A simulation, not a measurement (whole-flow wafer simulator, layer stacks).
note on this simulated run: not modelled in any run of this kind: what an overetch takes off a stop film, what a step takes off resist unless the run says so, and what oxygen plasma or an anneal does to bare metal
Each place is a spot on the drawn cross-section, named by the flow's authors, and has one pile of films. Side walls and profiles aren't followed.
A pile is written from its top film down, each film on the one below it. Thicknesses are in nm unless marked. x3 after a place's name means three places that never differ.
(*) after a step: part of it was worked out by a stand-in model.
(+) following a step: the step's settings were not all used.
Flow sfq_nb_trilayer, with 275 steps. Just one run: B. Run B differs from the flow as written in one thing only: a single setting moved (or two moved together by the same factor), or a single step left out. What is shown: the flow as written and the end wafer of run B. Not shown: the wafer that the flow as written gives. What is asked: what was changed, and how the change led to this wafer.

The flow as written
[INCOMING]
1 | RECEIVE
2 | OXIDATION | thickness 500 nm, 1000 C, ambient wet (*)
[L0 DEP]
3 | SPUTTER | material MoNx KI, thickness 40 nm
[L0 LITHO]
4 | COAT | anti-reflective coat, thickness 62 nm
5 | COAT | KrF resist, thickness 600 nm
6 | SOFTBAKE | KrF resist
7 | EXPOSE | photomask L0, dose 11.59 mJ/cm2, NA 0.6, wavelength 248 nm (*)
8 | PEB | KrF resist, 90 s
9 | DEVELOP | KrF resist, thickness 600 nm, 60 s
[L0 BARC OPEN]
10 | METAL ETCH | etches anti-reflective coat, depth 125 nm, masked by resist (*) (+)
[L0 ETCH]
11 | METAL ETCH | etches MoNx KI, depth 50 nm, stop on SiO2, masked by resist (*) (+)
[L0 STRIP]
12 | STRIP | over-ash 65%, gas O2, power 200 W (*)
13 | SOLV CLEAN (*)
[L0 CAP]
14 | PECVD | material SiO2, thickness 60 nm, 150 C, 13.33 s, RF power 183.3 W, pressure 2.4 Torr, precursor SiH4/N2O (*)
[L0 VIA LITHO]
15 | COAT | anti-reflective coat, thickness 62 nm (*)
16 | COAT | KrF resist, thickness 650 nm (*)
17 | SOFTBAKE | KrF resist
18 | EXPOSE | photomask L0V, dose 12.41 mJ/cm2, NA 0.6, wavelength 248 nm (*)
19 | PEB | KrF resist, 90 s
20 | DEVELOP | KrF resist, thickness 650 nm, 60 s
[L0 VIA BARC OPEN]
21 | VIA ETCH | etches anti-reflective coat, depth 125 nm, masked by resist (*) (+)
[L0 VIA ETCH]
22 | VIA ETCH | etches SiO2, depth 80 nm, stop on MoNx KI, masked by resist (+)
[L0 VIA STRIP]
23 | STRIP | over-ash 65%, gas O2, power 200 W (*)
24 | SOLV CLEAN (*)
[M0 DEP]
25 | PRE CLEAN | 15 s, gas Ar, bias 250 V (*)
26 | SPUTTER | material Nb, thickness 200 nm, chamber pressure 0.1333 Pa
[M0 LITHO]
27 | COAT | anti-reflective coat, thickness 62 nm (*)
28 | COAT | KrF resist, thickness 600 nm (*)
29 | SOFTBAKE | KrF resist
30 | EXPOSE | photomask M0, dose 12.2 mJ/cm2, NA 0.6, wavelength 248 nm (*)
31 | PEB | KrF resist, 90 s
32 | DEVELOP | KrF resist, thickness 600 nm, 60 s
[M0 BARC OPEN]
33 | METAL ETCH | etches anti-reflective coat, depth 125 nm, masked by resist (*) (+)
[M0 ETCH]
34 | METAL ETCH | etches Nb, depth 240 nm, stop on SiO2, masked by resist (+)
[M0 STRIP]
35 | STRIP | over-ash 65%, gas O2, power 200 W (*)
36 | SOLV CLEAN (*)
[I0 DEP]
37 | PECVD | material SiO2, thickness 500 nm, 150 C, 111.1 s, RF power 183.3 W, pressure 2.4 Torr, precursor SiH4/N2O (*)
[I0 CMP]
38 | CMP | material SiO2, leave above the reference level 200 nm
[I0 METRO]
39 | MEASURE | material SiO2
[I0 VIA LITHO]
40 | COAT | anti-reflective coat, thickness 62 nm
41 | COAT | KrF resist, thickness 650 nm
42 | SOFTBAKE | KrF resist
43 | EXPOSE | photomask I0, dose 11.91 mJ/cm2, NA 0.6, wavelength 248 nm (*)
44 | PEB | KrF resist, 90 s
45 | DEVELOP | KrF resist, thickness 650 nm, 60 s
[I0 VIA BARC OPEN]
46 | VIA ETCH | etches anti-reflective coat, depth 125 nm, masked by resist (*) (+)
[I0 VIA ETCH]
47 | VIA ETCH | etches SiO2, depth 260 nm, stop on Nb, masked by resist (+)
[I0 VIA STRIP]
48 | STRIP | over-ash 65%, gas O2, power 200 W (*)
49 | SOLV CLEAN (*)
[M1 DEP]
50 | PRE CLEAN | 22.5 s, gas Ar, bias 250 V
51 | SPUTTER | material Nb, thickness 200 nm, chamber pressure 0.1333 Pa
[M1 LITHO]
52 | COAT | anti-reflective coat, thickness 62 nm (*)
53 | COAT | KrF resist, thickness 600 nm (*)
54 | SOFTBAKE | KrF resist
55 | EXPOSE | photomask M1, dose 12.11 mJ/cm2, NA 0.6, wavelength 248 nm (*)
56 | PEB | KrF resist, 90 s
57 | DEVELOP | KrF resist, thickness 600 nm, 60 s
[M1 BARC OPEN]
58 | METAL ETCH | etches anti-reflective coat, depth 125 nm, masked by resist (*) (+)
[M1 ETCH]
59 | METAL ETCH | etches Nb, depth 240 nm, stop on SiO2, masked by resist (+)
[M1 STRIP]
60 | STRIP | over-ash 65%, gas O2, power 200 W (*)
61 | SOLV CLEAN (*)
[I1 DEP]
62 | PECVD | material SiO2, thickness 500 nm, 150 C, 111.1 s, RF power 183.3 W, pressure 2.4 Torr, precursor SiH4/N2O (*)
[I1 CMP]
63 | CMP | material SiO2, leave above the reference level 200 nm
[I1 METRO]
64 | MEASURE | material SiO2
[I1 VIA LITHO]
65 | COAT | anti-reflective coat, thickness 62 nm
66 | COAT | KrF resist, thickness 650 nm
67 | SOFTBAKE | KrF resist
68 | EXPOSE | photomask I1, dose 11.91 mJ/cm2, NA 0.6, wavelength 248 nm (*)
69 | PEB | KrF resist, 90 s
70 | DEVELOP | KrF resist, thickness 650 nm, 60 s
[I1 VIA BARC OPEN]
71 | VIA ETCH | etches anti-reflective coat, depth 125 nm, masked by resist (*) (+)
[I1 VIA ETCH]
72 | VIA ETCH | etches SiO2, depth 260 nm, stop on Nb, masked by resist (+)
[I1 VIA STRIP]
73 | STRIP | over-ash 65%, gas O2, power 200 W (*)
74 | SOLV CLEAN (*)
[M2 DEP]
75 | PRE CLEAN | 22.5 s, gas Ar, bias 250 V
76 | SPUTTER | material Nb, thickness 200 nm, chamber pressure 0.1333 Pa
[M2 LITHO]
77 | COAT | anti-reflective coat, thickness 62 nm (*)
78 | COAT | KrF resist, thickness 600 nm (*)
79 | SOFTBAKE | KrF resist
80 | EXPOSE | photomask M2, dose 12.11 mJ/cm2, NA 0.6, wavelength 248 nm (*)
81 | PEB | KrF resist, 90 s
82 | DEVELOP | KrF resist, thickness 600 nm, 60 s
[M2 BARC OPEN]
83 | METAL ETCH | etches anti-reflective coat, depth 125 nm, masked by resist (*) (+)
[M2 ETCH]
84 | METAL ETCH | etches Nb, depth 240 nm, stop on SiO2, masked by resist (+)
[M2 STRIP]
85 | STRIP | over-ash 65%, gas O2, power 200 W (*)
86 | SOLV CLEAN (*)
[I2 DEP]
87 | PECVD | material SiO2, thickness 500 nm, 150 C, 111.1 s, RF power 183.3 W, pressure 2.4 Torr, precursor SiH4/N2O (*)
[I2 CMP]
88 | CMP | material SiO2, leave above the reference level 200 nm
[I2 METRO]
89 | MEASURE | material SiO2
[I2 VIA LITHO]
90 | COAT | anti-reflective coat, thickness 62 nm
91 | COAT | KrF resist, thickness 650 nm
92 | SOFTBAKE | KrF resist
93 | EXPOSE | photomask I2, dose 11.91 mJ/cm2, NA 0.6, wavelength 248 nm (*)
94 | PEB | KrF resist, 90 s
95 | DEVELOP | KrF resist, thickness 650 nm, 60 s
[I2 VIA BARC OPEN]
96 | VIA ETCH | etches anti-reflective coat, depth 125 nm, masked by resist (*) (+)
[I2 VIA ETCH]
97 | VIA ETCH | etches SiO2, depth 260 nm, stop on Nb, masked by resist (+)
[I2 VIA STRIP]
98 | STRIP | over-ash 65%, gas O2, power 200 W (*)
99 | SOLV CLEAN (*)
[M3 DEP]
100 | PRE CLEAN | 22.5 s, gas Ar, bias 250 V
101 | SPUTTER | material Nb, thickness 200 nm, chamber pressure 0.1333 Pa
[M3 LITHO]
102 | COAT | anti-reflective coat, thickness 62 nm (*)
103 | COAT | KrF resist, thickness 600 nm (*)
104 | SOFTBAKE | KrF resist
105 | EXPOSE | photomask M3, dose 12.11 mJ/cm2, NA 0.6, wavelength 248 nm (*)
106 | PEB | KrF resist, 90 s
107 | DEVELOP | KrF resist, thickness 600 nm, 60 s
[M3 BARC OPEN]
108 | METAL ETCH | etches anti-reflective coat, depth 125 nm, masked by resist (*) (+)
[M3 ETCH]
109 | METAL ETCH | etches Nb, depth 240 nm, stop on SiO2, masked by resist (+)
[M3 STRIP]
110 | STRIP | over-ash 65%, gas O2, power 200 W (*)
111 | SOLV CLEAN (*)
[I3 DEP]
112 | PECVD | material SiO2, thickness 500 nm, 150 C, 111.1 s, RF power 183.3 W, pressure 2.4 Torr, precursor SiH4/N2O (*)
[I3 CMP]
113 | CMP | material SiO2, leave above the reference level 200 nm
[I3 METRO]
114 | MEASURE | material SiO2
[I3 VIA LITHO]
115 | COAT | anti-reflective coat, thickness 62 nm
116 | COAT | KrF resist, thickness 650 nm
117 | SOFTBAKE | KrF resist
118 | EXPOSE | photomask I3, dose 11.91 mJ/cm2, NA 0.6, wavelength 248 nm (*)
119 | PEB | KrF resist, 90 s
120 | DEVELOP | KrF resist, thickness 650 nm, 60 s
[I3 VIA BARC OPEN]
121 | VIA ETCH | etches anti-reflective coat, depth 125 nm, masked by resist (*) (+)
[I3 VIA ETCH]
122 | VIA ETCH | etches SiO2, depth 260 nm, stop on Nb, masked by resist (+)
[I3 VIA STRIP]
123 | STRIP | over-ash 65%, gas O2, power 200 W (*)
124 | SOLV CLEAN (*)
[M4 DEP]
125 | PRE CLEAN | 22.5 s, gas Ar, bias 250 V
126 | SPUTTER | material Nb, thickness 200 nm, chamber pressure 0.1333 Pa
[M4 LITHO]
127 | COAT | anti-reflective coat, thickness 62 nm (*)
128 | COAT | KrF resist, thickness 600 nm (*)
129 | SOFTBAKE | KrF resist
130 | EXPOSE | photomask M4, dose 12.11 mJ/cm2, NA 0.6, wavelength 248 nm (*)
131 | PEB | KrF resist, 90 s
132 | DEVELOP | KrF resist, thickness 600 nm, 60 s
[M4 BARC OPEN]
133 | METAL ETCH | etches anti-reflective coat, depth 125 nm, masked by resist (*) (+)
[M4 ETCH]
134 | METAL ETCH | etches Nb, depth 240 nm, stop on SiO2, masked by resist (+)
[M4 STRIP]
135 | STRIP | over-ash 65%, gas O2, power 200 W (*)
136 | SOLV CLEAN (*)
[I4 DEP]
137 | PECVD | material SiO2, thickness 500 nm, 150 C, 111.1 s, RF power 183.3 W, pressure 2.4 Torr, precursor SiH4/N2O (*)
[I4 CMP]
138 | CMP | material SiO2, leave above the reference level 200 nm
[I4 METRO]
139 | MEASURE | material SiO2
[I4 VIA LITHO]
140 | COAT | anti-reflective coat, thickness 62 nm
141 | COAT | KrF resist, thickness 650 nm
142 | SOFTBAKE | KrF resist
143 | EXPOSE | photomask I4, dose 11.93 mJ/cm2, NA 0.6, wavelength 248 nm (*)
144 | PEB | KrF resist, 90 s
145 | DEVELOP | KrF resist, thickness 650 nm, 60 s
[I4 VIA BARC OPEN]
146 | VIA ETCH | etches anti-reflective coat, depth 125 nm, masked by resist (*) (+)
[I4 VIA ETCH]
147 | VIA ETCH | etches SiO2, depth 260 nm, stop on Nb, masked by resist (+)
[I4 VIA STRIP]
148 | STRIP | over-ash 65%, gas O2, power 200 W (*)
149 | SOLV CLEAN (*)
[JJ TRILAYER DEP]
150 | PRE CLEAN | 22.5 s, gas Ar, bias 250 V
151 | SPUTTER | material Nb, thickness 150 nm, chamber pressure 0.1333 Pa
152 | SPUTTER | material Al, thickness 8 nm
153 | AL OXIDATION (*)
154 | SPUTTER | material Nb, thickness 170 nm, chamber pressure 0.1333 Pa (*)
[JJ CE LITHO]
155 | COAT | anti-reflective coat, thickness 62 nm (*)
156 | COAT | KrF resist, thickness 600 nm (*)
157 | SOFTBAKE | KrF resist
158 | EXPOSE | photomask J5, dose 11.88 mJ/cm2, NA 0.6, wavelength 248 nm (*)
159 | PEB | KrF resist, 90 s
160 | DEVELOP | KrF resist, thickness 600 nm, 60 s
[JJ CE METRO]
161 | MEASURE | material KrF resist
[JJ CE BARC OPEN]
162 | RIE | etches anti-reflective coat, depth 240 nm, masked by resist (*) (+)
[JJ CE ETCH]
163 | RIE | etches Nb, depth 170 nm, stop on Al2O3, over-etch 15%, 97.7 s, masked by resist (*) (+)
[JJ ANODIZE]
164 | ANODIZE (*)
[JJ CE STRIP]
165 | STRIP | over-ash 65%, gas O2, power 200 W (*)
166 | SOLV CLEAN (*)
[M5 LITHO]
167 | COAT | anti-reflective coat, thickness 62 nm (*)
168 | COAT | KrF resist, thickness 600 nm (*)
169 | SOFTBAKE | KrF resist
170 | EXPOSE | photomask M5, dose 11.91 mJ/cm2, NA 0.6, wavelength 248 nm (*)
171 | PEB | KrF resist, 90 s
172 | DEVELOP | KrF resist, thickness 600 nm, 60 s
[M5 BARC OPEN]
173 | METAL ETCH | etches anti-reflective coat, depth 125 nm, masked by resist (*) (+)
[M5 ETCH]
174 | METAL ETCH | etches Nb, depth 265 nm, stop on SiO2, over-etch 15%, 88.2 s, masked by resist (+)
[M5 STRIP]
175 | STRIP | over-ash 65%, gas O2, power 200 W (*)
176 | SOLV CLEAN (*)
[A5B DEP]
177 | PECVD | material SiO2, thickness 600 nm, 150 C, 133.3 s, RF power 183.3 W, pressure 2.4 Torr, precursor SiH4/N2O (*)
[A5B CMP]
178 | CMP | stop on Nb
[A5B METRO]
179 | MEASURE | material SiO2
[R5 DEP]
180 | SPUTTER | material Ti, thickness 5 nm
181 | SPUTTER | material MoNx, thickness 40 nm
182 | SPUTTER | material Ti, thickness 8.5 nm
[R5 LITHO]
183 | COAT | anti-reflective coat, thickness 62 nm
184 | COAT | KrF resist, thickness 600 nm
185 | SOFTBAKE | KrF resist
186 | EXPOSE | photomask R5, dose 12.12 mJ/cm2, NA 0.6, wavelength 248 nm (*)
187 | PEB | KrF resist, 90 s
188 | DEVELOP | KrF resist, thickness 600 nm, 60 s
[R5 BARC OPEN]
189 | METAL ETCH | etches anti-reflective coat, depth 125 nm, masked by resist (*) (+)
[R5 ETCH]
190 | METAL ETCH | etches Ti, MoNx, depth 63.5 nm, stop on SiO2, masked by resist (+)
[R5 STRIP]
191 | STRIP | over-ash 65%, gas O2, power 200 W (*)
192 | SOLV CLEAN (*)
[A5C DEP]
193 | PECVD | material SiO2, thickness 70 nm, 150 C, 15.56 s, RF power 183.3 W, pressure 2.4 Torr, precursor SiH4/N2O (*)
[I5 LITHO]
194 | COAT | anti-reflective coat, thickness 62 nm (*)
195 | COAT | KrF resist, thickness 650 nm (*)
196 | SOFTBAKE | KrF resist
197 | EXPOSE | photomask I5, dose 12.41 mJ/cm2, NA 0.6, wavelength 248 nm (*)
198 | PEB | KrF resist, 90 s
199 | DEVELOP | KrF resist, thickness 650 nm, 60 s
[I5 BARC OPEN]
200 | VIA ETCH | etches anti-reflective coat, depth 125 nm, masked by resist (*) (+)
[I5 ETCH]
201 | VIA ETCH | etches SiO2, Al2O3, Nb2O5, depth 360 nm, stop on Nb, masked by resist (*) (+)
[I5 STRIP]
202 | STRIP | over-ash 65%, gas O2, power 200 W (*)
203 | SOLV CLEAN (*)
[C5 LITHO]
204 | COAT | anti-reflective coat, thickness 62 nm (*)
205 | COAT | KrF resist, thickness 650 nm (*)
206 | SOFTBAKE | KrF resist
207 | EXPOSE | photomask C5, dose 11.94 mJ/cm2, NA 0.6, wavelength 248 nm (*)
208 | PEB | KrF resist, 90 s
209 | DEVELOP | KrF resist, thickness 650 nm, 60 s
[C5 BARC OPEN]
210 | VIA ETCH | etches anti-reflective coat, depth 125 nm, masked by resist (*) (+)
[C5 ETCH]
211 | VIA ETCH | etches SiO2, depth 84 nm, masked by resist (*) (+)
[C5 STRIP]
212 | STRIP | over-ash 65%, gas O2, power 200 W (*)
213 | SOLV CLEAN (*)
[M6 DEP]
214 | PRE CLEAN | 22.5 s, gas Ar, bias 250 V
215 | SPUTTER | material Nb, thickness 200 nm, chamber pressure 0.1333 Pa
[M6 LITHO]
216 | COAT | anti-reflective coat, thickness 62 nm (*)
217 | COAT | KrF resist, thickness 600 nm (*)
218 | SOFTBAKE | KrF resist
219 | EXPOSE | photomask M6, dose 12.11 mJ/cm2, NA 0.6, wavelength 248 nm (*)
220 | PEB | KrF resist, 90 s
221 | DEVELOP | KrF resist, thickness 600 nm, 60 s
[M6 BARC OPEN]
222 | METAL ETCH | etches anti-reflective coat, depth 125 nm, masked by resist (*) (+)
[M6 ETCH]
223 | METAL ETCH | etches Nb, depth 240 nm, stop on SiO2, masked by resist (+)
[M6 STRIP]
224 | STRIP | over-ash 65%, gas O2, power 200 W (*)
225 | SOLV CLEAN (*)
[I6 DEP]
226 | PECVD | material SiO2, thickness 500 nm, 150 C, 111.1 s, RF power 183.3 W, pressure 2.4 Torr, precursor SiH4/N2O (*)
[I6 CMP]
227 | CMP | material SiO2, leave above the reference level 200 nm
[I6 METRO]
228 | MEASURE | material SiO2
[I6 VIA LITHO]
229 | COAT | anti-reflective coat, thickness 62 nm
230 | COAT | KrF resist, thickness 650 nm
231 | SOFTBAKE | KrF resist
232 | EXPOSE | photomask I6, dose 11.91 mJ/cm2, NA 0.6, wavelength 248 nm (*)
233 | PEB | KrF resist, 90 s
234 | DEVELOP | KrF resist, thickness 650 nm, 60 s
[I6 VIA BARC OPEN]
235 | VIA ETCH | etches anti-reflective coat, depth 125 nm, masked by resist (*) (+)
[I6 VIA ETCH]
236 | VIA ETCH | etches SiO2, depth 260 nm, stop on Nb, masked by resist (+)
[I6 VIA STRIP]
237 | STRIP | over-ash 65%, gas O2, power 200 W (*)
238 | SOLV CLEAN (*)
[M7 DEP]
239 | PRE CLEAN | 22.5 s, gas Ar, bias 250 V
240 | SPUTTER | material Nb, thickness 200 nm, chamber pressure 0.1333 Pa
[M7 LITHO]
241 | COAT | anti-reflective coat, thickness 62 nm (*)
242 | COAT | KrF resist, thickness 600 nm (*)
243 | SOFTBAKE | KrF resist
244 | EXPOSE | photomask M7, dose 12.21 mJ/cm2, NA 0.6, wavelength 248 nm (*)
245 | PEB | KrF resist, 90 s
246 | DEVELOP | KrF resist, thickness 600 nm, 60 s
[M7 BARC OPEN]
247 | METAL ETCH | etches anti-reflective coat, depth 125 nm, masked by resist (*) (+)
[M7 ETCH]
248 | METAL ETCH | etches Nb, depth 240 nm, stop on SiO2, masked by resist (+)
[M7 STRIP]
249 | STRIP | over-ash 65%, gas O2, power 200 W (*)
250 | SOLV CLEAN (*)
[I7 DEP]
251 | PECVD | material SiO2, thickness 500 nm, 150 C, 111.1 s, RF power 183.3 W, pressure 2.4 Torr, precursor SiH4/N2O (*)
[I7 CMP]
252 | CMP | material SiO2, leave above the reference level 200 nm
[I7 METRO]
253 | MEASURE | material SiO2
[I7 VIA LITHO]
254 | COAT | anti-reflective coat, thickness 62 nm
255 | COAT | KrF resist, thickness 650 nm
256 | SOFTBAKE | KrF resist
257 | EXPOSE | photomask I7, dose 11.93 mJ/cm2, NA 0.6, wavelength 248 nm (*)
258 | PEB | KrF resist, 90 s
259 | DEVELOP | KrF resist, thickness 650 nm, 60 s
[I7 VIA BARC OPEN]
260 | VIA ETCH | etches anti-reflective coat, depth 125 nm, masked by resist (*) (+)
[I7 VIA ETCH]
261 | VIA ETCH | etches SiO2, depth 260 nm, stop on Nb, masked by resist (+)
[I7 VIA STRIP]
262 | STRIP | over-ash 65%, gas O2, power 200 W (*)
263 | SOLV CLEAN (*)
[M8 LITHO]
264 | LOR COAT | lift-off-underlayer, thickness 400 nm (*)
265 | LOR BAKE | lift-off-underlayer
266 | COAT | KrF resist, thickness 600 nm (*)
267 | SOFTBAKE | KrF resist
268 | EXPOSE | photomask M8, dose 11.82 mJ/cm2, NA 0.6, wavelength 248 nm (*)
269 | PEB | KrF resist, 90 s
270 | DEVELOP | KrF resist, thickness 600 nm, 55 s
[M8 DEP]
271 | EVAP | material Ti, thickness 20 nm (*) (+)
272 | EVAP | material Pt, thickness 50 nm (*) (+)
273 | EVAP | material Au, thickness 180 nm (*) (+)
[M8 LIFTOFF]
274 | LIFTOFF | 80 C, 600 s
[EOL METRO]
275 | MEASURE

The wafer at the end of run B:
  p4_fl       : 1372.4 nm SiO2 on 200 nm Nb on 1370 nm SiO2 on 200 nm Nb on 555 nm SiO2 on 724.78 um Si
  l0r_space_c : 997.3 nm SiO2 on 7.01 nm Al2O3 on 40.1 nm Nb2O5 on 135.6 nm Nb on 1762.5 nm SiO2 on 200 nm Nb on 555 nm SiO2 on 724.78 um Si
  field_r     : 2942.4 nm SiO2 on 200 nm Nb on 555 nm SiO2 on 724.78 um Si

Cause: step 152, SPUTTER: thickness 4.56 nm was run, while the flow as written has thickness 8 nm.

The path from the change to this, step by step:
  152 | SPUTTER | material Al, thickness 8 nm
      field_l, v_sur, via_sp and 100 more: Al gains 4.56 (new film) (in the flow as written it would be: Al gains 8 (new film))
      via_wl, via_wr: Al gains 2.93 (new film) (in the flow as written it would be: Al gains 5.14 (new film))
      (also at 1 further place)
  155 | COAT | anti-reflective coat, thickness 62 nm (*)
      via_wl, via_wr: anti-reflective coat gains 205 (new film) (in the flow as written it would be: anti-reflective coat gains 209.4 (new film))
  162 | RIE | etches anti-reflective coat, depth 240 nm, masked by resist (*) (+)
      ce_l, c5j, ce_r, wl_jj: KrF resist loses 205 (in the flow as written it would be: KrF resist loses 209.4)
      via_wl, via_wr: anti-reflective coat loses 205 (all of it) (in the flow as written it would be: anti-reflective coat loses 209.4 (all of it))
  164 | ANODIZE (*)
      field_l, v_sur, via_sp and 96 more: Al2O3 gains 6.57, Nb2O5 gains 40.1 (new film), Al loses 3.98 (all of it), Nb loses 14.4 (in the flow as written it would be: Al2O3 gains 12.2, Nb2O5 gains 29.9 (new film), Al loses 7.42 (all of it), Nb loses 10.8)
      via_wl, via_wr: Al2O3 gains 3.88 (new film), Nb2O5 gains 45.7 (new film), Al loses 2.35 (all of it), Nb loses 16.4 (in the flow as written it would be: Al2O3 gains 7.52 (new film), Nb2O5 gains 39.2 (new film), Al loses 4.56 (all of it), Nb loses 14.1)
      (also at 1 further place)
  174 | METAL ETCH | etches Nb, depth 265 nm, stop on SiO2, over-etch 15%, 88.2 s, masked by resist (+)
      field_l, r_sur, res and 50 more: Al2O3 loses 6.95 (all of it), Nb2O5 loses 40.1 (all of it), Nb loses 135.6 (all of it), SiO2 loses 12.2 (in the flow as written it would be: Al2O3 loses 12.6 (all of it), Nb2O5 loses 29.9 (all of it), Nb loses 139.2 (all of it), SiO2 loses 12.3)
  201 | VIA ETCH | etches SiO2, Al2O3, Nb2O5, depth 360 nm, stop on Nb, masked by resist (*) (+)
      be: SiO2 loses 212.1 (all of it), Al2O3 loses 7.01 (all of it), Nb2O5 loses 40.1 (all of it) (in the flow as written it would be: SiO2 loses 216.4 (all of it), Al2O3 loses 12.7 (all of it), Nb2O5 loses 29.9 (all of it))
